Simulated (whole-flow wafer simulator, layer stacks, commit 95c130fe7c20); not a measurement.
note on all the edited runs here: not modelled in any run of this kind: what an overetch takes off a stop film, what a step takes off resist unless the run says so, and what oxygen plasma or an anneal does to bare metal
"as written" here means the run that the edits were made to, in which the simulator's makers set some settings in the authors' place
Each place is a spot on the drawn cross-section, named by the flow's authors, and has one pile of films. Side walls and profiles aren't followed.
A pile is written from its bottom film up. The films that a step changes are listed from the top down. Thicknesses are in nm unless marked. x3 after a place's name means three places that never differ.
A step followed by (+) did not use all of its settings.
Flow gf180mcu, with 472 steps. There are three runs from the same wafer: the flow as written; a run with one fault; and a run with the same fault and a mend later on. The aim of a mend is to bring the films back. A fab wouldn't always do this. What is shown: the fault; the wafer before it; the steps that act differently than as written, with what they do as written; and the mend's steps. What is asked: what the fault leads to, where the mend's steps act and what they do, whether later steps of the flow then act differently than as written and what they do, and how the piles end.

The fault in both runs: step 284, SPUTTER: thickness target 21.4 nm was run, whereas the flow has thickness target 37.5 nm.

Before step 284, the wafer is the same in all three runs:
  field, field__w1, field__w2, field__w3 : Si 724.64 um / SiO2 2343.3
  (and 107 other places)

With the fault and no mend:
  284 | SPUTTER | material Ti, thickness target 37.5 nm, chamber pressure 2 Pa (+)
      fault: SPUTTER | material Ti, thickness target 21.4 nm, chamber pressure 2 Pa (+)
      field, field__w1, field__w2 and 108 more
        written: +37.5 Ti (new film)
        fault: +21.4 Ti (new film)
  Later steps of the flow acting differently than as written:
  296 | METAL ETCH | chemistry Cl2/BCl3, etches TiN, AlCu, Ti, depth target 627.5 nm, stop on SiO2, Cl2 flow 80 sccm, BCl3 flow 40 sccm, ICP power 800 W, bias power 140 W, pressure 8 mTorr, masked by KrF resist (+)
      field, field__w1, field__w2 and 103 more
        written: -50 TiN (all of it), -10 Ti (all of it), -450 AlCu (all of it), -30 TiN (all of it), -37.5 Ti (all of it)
        fault: -50 TiN (all of it), -10 Ti (all of it), -450 AlCu (all of it), -30 TiN (all of it), -21.4 Ti (all of it)
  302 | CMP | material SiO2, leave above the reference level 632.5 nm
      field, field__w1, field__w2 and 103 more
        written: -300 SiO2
        fault: -316.1 SiO2
  At field__w8, contact, m1, m1__w1, m1_nw, the piles at the end differ from the flow's by more than 2% or 0.5 nm, whichever is larger.
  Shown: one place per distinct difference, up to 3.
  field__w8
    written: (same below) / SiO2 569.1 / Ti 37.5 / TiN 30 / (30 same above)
    fault: (same below) / SiO2 569.1 / Ti 21.4 / TiN 30 / (30 same above)
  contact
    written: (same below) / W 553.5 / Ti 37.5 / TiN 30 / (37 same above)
    fault: (same below) / W 553.5 / Ti 21.4 / TiN 30 / (37 same above)

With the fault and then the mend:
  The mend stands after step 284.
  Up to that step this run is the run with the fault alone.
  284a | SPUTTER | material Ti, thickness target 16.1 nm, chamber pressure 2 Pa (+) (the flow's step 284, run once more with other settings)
      field, field__w1, field__w2 and 108 more
        +16.1 Ti
  Every later step of the flow that is run acts as written at every place that is followed.
  By the end, the piles equal the flow's at every place that both follow.
